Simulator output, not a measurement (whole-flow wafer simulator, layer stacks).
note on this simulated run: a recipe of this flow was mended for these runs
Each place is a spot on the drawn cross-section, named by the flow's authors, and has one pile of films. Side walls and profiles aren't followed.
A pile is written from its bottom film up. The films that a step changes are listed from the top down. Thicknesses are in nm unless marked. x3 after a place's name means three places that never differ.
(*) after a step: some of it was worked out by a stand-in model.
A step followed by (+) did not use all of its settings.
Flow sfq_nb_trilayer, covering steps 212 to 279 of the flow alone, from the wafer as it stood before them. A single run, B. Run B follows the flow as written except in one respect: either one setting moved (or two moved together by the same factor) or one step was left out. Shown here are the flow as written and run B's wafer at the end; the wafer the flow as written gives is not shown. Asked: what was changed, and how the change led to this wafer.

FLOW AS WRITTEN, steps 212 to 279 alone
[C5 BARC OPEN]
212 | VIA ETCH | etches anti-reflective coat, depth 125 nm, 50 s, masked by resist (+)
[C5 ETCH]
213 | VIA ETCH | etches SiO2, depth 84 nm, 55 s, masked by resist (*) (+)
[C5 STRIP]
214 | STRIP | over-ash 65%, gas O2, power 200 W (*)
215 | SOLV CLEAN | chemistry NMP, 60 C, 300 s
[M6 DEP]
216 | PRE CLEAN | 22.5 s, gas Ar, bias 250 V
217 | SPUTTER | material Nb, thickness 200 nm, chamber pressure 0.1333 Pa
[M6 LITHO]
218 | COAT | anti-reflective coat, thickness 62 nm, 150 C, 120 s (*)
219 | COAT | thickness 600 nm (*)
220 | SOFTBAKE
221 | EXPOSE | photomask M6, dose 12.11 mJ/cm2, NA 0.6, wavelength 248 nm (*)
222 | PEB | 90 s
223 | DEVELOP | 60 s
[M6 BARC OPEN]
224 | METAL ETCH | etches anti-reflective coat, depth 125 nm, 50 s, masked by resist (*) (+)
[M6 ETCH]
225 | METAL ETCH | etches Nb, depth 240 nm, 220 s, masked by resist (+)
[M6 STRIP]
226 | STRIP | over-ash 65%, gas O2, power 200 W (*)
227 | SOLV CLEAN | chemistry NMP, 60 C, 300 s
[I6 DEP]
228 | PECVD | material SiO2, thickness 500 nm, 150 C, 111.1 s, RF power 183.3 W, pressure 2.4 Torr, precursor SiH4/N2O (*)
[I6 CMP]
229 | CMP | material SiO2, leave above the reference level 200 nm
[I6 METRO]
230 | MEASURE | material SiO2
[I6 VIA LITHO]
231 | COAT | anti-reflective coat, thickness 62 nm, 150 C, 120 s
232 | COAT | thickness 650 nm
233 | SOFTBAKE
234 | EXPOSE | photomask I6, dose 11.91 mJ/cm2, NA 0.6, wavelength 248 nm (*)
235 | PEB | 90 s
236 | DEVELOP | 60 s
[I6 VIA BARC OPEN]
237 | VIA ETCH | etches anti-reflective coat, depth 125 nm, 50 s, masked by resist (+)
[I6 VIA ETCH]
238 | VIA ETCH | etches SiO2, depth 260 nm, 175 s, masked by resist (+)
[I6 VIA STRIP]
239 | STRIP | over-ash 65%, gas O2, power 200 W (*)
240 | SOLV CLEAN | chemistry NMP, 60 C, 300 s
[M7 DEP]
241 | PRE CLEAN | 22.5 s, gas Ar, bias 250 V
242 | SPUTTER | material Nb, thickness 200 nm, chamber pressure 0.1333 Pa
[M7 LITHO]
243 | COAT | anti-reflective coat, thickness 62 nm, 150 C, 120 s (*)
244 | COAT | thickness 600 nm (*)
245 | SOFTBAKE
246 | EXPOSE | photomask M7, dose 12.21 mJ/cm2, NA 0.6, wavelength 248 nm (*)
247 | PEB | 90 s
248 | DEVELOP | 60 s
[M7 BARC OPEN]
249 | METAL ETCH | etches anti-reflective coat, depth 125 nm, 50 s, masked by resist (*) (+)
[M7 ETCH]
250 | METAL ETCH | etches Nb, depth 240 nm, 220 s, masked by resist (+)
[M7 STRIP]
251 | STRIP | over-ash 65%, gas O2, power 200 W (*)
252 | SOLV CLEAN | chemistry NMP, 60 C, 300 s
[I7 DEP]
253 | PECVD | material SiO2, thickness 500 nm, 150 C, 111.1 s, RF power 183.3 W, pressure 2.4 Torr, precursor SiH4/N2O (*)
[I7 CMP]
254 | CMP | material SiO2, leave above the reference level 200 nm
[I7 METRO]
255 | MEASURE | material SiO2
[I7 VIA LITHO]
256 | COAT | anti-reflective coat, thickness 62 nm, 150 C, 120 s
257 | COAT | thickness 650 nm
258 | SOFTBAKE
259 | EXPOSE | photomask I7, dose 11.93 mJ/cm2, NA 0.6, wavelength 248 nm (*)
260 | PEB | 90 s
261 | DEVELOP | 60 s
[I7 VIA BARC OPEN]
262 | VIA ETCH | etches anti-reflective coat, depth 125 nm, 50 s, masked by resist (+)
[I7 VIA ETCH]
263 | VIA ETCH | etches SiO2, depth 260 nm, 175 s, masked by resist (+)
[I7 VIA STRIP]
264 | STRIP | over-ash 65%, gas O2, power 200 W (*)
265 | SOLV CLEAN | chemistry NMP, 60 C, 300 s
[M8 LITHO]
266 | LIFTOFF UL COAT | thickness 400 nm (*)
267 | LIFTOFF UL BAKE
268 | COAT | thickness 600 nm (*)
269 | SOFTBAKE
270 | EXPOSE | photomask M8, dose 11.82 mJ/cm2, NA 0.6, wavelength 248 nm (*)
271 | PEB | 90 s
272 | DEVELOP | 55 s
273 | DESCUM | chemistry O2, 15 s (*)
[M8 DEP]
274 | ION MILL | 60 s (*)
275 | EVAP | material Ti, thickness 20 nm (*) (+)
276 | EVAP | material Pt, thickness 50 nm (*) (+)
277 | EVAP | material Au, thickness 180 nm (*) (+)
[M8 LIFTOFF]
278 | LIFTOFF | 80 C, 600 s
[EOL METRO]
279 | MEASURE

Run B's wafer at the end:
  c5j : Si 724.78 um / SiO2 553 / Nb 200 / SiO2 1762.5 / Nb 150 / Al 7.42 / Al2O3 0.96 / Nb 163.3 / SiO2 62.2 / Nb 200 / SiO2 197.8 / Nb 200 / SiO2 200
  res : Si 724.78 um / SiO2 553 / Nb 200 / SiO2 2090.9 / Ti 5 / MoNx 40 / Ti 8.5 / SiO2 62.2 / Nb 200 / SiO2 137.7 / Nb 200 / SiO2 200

What caused this: step 213, VIA ETCH: etches SiO2, depth 84 nm, 55 s, masked by resist (*) (+), was omitted.

Step by step, how the change led to this:
  214 | STRIP | over-ash 65%, gas O2, power 200 W (*)
      p4_fl x5, p4_w1 x9, p3_s0 x9 and 24 more: KrF-resist-other-grade loses 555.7 (all of it), anti-reflective coat loses 62 (all of it) (in the flow as written it would be: KrF-resist-other-grade loses 541.2 (all of it), anti-reflective coat loses 62 (all of it))
      wl_b_sl, wl_b_m5, wl_b_sr and 14 more: KrF-resist-other-grade loses 555.6 (all of it), anti-reflective coat loses 62 (all of it) (in the flow as written it would be: KrF-resist-other-grade loses 541.1 (all of it), anti-reflective coat loses 62 (all of it))
      (as well as at 40 more places)
  216 | PRE CLEAN | 22.5 s, gas Ar, bias 250 V
      c5j: SiO2 loses 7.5 (in the flow as written it would be: Nb loses 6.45)
      res: SiO2 loses 7.5 (in the flow as written it would be: Ti loses 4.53)
  217 | SPUTTER | material Nb, thickness 200 nm, chamber pressure 0.1333 Pa
      c5j: Nb gains 200 (new film) (in the flow as written it would be: Nb gains 188.4)
      res: Nb gains 200 (new film) (in the flow as written it would be: Nb gains 192.6 (new film))
  218 | COAT | anti-reflective coat, thickness 62 nm, 150 C, 120 s (*)
      be_sur: anti-reflective coat gains 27 (new film) (in the flow as written it would be: anti-reflective coat gains 28.5 (new film))
      jj_sur: anti-reflective coat gains 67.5 (new film) (in the flow as written it would be: anti-reflective coat gains 57.9 (new film))
      (as well as at 11 more places)
  219 | COAT | thickness 600 nm (*)
      res: KrF-resist-other-grade gains 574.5 (new film) (in the flow as written it would be: KrF-resist-other-grade gains 587.6 (new film))
  224 | METAL ETCH | etches anti-reflective coat, depth 125 nm, 50 s, masked by resist (*) (+)
      moat: anti-reflective coat loses 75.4 (all of it) (in the flow as written it would be: anti-reflective coat loses 73.4 (all of it))
      field_r: anti-reflective coat loses 64.4 (all of it) (in the flow as written it would be: anti-reflective coat loses 67 (all of it))
      (as well as at 1 more place)
  226 | STRIP | over-ash 65%, gas O2, power 200 W (*)
      be_sur: KrF-resist-other-grade loses 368 (all of it), anti-reflective coat loses 27 (all of it) (in the flow as written it would be: KrF-resist-other-grade loses 365.3 (all of it), anti-reflective coat loses 28.5 (all of it))
      jj_sur: KrF-resist-other-grade loses 357.6 (all of it), anti-reflective coat loses 67.5 (all of it) (in the flow as written it would be: KrF-resist-other-grade loses 361.7 (all of it), anti-reflective coat loses 57.9 (all of it))
      (as well as at 8 more places)
  228 | PECVD | material SiO2, thickness 500 nm, 150 C, 111.1 s, RF power 183.3 W, pressure 2.4 Torr, precursor SiH4/N2O (*)
      c5j: SiO2 gains 500 (new film) (in the flow as written it would be: SiO2 gains 514.7 (new film))
  229 | CMP | material SiO2, leave above the reference level 200 nm
      c5j: SiO2 loses 294.7 (in the flow as written it would be: SiO2 loses 228)
      res: SiO2 loses 354.8 (in the flow as written it would be: SiO2 loses 279.3)
With metal films that touch counted as one body, c5j has 5 bodies (between them, from the top down: SiO2 197.8; SiO2 62.2; Al2O3 0.96; SiO2 1762.5); the flow as written gives 4 bodies (between them, from the top down: SiO2 279.2; Al2O3 0.96; SiO2 1762.5).
With metal films that touch counted as one body, res has 4 bodies (between them, from the top down: SiO2 137.7; SiO2 62.2; SiO2 2090.9); the flow as written gives 3 bodies (between them, from the top down: SiO2 213.2; SiO2 2090.9).
